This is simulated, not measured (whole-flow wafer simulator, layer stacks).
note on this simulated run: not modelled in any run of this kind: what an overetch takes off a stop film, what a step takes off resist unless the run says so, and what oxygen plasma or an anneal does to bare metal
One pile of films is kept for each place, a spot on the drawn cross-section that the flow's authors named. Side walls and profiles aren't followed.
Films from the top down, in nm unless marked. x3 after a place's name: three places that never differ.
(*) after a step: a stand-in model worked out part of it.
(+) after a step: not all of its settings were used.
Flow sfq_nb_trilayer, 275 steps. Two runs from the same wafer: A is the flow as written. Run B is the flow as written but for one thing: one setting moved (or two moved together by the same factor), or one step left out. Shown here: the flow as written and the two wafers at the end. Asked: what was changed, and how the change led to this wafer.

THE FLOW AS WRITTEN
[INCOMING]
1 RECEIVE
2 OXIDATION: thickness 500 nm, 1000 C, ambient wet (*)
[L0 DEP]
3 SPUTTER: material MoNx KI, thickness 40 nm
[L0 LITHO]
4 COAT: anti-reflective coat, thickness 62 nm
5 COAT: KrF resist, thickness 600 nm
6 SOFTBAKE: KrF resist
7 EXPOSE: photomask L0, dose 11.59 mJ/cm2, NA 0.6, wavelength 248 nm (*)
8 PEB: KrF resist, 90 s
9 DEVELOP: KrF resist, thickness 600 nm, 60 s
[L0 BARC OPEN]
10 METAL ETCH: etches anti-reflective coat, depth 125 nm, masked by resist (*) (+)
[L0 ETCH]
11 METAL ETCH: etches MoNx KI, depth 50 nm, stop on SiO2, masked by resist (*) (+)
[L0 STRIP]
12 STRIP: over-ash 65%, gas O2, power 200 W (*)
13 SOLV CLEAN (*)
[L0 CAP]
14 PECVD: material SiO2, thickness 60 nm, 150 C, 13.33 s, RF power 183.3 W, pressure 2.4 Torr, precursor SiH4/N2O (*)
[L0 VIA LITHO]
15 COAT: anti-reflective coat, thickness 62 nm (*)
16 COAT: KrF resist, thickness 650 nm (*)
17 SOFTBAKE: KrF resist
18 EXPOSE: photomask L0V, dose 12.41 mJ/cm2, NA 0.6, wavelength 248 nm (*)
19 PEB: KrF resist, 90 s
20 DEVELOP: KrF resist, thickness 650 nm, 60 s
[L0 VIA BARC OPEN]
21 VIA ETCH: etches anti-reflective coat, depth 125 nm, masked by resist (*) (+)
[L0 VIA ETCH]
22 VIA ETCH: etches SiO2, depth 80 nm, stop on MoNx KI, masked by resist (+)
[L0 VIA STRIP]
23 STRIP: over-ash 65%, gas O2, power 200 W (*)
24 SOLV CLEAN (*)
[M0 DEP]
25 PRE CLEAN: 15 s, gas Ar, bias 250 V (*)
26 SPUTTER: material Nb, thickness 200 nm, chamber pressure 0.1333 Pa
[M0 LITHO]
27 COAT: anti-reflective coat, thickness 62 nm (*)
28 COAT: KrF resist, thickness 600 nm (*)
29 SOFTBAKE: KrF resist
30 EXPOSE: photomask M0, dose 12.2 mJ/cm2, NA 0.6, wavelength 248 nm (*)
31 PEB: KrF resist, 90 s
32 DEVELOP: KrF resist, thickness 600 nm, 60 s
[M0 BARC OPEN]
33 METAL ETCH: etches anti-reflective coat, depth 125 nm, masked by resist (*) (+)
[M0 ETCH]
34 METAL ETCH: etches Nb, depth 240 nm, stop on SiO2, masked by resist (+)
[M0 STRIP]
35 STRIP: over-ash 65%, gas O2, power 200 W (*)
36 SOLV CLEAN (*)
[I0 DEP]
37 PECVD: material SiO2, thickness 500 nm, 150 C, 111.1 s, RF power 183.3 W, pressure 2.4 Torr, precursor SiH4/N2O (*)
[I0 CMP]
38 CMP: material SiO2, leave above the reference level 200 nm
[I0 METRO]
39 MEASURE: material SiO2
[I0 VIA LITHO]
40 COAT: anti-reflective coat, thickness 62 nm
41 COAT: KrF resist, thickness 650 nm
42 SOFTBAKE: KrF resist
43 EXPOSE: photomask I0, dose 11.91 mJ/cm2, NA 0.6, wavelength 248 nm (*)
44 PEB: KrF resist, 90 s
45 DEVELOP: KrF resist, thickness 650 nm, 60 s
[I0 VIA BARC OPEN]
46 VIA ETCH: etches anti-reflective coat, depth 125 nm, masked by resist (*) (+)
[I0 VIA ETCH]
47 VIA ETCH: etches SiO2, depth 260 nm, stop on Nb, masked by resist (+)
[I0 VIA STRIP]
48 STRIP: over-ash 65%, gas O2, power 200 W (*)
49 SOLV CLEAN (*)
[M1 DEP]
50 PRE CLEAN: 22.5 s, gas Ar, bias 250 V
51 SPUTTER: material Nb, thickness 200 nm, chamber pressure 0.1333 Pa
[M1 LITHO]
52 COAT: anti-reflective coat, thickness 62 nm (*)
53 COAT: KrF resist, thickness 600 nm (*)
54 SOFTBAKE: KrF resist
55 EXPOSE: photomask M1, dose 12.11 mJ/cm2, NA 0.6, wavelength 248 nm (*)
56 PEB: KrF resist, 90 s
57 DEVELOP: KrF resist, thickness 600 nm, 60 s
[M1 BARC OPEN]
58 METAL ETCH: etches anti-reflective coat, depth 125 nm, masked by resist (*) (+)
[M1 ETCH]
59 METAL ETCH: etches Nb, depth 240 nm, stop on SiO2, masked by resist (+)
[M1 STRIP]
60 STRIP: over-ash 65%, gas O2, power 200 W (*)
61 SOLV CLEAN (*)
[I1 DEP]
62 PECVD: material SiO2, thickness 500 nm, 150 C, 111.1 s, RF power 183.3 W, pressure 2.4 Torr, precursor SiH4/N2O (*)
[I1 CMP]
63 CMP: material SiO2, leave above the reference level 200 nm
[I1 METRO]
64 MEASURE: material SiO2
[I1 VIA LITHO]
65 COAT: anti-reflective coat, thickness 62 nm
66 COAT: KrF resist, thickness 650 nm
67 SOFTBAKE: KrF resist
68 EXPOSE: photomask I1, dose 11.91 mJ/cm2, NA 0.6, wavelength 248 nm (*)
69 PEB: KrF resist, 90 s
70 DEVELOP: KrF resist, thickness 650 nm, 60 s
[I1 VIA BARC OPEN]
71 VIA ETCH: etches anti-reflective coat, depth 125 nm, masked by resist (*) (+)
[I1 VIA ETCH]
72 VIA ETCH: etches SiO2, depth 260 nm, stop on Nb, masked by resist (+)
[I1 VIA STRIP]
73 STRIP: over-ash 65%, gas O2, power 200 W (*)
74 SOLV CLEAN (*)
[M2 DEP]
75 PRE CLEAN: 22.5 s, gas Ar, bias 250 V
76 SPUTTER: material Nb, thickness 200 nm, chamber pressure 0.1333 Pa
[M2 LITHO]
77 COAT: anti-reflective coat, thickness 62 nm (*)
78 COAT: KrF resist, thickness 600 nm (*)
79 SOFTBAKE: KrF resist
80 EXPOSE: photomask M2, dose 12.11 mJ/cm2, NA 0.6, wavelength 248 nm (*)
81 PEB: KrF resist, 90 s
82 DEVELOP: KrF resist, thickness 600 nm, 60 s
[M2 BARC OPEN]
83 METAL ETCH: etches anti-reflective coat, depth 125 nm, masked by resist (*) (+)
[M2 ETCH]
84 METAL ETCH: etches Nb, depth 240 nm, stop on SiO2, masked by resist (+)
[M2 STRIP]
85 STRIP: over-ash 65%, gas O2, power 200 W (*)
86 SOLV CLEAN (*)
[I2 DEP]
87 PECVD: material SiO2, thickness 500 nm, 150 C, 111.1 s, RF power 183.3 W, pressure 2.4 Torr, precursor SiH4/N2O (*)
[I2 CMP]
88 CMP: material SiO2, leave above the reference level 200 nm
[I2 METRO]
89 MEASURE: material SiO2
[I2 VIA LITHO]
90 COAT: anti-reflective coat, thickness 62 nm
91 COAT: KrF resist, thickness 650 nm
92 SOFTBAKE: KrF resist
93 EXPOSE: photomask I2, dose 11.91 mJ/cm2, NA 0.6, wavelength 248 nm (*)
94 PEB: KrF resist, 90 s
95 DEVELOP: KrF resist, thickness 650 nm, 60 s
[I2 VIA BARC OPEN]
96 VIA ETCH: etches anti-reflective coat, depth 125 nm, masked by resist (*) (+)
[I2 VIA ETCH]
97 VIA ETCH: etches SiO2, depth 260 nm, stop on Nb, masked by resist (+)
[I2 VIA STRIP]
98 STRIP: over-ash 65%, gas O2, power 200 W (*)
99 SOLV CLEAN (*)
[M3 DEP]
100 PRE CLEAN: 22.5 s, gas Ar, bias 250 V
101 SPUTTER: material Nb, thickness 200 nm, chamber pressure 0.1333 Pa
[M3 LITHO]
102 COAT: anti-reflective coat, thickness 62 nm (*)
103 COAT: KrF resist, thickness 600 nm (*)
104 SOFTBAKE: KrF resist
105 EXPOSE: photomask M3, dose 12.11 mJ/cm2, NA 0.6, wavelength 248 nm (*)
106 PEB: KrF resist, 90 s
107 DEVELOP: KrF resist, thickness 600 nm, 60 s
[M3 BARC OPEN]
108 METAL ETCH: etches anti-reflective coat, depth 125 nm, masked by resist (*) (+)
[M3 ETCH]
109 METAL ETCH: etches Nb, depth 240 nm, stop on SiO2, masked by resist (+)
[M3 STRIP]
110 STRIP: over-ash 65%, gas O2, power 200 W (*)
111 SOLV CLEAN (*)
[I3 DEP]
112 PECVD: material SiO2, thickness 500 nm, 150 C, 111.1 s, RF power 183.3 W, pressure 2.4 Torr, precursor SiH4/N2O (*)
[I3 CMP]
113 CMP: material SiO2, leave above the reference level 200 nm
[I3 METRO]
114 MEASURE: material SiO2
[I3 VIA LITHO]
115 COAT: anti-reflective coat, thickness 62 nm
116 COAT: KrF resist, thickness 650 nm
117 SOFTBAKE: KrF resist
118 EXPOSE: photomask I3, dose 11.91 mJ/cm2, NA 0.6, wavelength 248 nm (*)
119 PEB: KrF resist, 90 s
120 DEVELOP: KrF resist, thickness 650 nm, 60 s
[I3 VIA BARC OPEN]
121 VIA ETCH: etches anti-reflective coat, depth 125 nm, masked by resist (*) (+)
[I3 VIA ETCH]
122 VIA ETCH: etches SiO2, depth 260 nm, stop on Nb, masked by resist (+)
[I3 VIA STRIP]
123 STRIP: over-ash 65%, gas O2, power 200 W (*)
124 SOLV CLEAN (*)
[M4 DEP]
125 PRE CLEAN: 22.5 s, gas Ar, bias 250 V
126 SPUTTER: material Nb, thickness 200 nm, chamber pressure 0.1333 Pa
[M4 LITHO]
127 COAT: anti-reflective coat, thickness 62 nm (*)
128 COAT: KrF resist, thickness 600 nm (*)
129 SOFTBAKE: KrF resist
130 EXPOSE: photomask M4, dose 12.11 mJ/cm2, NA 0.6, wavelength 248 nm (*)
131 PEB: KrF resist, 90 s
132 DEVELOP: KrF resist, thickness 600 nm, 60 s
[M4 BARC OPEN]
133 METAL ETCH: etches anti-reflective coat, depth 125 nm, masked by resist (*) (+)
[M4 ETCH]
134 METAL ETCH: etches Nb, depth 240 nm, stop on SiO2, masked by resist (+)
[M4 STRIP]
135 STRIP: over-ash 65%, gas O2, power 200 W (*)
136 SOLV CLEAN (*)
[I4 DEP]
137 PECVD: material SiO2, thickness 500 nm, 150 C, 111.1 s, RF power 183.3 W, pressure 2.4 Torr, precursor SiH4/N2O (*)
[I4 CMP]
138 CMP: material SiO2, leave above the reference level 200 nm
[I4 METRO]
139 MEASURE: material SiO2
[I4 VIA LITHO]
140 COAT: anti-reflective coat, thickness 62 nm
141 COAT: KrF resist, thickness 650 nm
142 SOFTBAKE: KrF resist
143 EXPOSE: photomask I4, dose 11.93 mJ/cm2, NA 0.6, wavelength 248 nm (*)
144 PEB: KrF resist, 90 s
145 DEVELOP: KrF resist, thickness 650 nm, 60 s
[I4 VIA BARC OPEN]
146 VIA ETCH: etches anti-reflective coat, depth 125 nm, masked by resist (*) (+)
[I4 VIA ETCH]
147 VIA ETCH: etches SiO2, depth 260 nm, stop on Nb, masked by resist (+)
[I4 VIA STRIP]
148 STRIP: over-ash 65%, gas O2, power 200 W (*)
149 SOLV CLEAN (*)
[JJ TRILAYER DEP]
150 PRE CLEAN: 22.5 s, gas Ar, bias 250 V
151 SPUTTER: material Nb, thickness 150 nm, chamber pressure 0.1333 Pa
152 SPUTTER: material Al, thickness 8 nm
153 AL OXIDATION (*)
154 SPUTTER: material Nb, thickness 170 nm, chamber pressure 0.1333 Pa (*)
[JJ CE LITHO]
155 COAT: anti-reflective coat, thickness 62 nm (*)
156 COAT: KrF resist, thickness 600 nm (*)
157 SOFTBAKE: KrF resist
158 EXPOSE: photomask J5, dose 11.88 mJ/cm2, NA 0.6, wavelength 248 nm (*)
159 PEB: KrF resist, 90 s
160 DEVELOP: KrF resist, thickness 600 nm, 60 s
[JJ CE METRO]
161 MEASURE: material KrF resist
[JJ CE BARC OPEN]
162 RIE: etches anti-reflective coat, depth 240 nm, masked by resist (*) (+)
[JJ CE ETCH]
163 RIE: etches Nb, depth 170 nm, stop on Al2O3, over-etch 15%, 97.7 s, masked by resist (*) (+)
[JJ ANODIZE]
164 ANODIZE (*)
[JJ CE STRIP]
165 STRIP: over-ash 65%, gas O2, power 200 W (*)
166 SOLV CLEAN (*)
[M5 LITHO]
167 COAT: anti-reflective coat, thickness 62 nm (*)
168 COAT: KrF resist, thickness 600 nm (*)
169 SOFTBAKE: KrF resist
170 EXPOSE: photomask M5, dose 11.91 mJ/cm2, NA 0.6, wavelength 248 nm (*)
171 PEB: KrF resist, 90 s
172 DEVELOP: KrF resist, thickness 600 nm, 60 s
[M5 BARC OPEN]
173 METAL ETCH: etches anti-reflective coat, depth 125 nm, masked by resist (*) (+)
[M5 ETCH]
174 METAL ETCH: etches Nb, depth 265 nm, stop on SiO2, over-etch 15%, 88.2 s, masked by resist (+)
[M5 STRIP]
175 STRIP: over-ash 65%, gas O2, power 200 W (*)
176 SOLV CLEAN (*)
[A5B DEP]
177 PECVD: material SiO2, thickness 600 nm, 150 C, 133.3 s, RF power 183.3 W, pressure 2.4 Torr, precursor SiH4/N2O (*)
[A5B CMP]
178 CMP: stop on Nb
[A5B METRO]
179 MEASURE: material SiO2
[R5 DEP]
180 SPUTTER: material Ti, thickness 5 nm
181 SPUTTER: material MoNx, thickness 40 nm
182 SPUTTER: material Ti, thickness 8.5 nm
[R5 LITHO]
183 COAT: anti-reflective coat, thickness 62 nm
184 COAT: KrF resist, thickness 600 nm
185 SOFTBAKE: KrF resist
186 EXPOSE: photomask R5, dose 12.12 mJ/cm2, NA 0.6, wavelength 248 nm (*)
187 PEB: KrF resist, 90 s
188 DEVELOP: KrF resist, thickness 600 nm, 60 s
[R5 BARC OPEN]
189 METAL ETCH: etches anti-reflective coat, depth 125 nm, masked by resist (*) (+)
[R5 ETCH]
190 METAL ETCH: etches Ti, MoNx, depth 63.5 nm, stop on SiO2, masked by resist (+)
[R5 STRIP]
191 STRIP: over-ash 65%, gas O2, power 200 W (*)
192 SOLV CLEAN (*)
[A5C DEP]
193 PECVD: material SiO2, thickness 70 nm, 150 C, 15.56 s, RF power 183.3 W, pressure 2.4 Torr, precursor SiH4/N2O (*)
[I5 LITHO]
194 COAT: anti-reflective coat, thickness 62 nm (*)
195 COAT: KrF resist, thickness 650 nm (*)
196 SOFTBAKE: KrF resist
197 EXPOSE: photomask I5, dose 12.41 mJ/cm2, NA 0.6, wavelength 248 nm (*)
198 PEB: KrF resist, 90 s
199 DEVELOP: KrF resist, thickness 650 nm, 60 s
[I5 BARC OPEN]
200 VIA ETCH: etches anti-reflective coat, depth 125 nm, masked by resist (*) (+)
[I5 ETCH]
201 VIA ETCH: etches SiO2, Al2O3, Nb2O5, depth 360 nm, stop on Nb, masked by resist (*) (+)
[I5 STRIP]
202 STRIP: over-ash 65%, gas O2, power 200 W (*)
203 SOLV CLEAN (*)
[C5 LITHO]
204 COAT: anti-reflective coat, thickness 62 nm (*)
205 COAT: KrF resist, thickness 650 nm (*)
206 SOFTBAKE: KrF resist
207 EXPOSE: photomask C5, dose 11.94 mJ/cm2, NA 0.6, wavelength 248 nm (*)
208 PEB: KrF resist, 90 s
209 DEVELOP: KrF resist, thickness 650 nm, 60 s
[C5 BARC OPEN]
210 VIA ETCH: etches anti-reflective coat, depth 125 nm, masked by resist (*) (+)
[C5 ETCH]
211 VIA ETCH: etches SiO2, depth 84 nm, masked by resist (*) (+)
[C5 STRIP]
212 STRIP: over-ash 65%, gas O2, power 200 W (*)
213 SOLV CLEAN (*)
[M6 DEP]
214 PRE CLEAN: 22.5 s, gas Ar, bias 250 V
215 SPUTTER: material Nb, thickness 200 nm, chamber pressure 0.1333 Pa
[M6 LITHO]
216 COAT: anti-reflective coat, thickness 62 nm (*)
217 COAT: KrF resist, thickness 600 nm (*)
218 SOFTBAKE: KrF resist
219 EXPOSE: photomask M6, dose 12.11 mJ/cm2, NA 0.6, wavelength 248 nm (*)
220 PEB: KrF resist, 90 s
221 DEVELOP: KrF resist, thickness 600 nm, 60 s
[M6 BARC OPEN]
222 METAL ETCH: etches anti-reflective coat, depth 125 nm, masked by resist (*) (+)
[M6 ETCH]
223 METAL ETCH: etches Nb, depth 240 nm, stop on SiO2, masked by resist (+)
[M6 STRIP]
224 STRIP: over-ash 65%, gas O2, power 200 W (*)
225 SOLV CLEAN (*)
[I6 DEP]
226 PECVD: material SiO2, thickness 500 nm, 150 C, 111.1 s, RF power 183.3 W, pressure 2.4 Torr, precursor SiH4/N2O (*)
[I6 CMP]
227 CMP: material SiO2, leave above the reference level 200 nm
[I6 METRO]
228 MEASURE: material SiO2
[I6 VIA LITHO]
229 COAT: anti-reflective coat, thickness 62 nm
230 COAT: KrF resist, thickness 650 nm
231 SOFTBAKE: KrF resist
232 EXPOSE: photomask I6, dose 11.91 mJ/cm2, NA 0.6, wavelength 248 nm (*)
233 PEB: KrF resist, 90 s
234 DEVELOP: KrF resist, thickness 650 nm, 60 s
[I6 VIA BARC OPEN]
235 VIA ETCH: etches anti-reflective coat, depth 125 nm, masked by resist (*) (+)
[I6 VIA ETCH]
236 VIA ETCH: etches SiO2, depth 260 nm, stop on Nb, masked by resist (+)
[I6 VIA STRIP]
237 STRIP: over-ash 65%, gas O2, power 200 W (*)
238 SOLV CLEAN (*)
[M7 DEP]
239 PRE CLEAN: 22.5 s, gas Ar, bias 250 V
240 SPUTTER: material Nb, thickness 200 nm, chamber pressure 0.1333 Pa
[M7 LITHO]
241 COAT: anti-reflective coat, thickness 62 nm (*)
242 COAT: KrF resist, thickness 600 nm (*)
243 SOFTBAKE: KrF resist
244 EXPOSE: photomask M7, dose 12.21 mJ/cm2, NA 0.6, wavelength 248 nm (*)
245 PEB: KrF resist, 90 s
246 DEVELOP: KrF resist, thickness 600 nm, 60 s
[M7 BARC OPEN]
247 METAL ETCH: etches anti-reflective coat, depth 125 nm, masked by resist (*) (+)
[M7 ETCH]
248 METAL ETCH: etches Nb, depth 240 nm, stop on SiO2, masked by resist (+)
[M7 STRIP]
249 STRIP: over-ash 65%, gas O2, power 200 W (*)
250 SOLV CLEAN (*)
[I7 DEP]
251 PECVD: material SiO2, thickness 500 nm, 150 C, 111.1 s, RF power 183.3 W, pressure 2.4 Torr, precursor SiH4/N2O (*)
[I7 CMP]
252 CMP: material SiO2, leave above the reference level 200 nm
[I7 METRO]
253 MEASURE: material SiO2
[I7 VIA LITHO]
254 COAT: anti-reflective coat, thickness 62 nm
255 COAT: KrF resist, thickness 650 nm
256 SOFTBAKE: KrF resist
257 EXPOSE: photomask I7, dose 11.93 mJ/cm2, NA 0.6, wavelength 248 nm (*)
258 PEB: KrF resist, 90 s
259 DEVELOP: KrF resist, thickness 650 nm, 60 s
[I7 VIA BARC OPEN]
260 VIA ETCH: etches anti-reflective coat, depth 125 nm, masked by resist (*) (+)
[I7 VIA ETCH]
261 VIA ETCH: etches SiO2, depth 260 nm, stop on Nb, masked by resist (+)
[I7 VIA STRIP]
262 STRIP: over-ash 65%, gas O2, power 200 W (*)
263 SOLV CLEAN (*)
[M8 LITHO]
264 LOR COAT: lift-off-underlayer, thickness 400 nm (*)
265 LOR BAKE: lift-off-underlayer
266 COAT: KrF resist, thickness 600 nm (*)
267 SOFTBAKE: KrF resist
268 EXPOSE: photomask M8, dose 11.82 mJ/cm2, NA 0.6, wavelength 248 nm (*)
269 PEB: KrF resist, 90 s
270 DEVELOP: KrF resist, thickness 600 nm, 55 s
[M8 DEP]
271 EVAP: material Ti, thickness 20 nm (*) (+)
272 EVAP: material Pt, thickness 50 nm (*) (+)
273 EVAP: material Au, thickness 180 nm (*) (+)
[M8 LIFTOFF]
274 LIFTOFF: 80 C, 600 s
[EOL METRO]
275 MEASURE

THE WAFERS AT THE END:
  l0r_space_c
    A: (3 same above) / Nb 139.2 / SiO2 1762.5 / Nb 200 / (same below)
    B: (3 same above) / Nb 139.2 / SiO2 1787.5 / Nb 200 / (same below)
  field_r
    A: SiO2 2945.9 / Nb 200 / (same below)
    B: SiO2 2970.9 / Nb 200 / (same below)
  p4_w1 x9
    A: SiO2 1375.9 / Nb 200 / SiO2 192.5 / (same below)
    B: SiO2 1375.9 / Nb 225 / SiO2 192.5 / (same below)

The cause: step 126, SPUTTER: thickness 225 nm was run, where the flow has thickness 200 nm.
It can be read off the wafer: p4_w1 x9 has Nb 225, and step 126 as written asks for 200 nm.

How the change led to this, step by step:
  126 SPUTTER: material Nb, thickness 200 nm, chamber pressure 0.1333 Pa
      field_l, v_sur, via_wl and 102 more: A Nb +200 (new film) | B Nb +225 (new film)
      via_v: A Nb +165.5 | B Nb +186.5
  134 METAL ETCH: etches Nb, depth 240 nm, stop on SiO2, masked by resist (+)
      field_l, be, be_sur and 64 more: A Nb -200 (all of it) | B Nb -225 (all of it)
  137 PECVD: material SiO2, thickness 500 nm, 150 C, 111.1 s, RF power 183.3 W, pressure 2.4 Torr, precursor SiH4/N2O (*)
      p3_s0 x6: A SiO2 +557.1 | B SiO2 +582.1
  138 CMP: material SiO2, leave above the reference level 200 nm
      field_l, be, be_sur and 55 more: A SiO2 -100 | B SiO2 -75
      lsp_r, l0_sur, l0v: A SiO2 -91.9 | B SiO2 -65.9
